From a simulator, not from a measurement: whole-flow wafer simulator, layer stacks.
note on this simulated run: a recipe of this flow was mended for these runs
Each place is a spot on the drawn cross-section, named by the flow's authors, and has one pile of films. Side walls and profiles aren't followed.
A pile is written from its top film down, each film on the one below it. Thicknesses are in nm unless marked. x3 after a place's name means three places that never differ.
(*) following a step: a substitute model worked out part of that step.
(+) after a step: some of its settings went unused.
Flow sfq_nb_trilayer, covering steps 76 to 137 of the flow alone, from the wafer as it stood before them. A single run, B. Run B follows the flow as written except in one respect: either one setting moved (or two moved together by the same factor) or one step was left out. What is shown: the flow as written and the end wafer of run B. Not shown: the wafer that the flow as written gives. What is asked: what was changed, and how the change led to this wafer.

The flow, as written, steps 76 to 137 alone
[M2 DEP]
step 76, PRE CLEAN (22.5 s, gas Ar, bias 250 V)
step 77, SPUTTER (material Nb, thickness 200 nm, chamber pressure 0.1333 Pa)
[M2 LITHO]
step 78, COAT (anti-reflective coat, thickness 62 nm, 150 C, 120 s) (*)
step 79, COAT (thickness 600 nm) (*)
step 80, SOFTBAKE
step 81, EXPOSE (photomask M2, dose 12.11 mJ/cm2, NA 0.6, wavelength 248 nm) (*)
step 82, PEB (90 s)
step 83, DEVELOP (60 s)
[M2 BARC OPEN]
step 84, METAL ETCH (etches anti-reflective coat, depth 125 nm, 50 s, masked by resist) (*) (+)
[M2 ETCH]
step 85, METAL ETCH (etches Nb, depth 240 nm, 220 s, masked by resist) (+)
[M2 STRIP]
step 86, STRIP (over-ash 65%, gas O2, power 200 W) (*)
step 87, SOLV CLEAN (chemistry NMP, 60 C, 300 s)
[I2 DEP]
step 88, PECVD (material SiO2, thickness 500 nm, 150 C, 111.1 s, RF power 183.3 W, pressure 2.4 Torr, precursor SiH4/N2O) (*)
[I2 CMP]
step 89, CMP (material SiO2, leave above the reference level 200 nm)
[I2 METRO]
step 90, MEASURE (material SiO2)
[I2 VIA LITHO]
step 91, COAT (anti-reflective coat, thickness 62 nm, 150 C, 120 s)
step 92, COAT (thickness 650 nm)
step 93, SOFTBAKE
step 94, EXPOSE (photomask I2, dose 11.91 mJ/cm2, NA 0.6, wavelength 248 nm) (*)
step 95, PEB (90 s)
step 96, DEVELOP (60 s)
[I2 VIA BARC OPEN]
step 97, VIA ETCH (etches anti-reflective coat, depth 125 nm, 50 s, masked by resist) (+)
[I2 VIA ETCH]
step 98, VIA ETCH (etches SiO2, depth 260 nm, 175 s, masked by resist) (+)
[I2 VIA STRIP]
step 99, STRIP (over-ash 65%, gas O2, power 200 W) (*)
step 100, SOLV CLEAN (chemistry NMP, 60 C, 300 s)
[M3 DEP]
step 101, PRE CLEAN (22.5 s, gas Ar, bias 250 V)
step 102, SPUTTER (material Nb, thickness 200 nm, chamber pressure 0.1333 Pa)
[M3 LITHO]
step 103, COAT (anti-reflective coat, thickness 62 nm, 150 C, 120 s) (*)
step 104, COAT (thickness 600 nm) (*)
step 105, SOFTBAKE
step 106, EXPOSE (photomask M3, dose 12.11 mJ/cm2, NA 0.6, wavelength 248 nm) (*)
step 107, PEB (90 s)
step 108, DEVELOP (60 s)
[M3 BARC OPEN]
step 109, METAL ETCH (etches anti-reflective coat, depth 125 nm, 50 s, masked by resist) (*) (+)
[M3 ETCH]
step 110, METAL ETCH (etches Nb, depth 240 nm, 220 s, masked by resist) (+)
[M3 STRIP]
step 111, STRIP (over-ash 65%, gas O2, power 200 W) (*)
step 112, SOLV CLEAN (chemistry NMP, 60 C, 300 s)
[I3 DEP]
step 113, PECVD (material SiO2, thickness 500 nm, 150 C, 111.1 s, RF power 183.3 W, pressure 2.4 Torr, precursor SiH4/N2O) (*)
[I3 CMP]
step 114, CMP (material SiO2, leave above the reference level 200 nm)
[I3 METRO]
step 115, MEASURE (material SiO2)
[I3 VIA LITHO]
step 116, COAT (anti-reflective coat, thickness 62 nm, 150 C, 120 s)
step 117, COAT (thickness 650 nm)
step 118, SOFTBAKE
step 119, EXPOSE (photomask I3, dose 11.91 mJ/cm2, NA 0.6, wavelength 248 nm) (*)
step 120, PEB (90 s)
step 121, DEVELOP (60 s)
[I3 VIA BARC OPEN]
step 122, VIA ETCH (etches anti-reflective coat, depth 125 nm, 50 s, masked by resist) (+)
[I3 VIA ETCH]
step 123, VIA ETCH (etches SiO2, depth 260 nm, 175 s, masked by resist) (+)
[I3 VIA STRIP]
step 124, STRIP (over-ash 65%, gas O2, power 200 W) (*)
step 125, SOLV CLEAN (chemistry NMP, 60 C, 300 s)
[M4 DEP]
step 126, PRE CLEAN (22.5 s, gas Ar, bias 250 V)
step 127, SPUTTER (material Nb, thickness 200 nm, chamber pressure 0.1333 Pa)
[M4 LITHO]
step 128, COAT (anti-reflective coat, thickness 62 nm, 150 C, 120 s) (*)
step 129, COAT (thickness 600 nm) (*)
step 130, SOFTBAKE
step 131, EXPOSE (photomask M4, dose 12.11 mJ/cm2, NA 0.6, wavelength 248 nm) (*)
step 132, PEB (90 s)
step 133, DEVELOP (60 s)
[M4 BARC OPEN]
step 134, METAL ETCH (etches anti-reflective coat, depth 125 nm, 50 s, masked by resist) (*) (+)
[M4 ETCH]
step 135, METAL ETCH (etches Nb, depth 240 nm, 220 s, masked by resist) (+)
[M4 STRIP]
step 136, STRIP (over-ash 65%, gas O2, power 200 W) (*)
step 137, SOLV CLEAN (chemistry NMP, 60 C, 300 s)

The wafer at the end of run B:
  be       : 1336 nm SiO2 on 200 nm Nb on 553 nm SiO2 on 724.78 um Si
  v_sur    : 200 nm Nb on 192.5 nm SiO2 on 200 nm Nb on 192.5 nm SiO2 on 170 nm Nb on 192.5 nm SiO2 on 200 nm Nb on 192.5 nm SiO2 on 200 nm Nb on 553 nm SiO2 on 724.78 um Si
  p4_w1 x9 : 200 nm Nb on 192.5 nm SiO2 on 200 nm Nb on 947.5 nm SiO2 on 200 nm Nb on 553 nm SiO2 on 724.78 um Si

Cause: step 77, SPUTTER: thickness 170 nm was run, whereas the flow has thickness 200 nm.
The wafer itself shows it: v_sur has Nb 170, and step 77 as written asks for 200 nm.

How this came from the change, step by step:
  step 77, SPUTTER (material Nb, thickness 200 nm, chamber pressure 0.1333 Pa)
      field_l, v_sur, via_wl and 102 more: Nb gains 170 (new film) (it would be, as written: Nb gains 200 (new film))
      via_v: Nb gains 147.2 (it would be, as written: Nb gains 172.8)
  step 85, METAL ETCH (etches Nb, depth 240 nm, 220 s, masked by resist) (+)
      field_l, be, be_sur and 81 more: Nb loses 170 (all of it), SiO2 loses 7 (it would be, as written: Nb loses 200 (all of it), SiO2 loses 4)
  step 89, CMP (material SiO2, leave above the reference level 200 nm)
      field_l, be, be_sur and 81 more: SiO2 loses 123 (it would be, as written: SiO2 loses 96)
